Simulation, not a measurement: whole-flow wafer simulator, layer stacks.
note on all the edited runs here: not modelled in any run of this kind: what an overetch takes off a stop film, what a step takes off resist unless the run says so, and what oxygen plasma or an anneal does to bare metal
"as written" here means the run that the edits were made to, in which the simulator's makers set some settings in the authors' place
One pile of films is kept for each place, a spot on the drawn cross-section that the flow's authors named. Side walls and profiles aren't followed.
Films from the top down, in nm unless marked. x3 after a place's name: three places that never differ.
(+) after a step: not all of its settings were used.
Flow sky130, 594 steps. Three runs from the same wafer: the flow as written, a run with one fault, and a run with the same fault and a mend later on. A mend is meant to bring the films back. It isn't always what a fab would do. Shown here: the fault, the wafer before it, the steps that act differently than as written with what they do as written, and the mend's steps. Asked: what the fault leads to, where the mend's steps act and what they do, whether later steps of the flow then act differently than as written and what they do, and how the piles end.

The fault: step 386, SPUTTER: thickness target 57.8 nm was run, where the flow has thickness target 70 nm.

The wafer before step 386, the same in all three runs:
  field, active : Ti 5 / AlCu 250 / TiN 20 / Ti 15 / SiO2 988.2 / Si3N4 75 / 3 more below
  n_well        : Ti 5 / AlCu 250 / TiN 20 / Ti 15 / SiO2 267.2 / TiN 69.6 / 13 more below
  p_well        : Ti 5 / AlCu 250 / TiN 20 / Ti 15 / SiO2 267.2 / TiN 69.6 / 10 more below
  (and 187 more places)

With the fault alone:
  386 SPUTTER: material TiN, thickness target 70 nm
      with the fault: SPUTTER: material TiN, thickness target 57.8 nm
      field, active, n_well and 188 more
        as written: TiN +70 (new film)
        with the fault: TiN +57.8 (new film)
  Later steps of the flow that act differently than as written (17 more steps differ only slightly, by at most 2% or 0.5 nm, whichever is larger, and aren't shown):
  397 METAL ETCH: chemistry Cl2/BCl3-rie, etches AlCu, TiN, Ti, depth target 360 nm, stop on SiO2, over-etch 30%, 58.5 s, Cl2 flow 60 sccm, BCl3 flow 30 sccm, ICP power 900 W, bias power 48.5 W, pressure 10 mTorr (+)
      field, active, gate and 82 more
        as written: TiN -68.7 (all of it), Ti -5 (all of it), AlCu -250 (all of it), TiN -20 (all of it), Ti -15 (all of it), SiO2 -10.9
        with the fault: TiN -56.5 (all of it), Ti -5 (all of it), AlCu -250 (all of it), TiN -20 (all of it), Ti -15 (all of it), SiO2 -12.2
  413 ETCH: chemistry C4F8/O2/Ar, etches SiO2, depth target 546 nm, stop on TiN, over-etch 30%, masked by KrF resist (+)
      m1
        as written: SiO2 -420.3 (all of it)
        with the fault: SiO2 -432.5 (all of it)
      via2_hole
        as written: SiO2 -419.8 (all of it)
        with the fault: SiO2 -432 (all of it)
  At the end the piles differ from the flow's by more than 2% or 0.5 nm, whichever is larger, at n_well, p_well, gate_hv and 103 more.
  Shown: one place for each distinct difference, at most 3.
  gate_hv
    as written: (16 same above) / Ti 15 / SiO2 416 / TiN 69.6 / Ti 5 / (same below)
    with the fault: (16 same above) / Ti 15 / SiO2 428.2 / TiN 57.4 / Ti 5 / (same below)
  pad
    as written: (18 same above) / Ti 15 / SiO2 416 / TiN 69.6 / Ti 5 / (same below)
    with the fault: (18 same above) / Ti 15 / SiO2 428.2 / TiN 57.4 / Ti 5 / (same below)
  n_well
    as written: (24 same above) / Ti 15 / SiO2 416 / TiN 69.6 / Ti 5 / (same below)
    with the fault: (24 same above) / Ti 15 / SiO2 428.2 / TiN 57.4 / Ti 5 / (same below)

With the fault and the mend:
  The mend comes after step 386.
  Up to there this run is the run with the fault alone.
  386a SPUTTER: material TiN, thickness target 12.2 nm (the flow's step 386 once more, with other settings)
      field, active, n_well and 188 more
        TiN +12.2
  No later step of the flow acts differently than as written at any place that is followed.
  At the end the piles are the same as the flow's at every place that both follow.
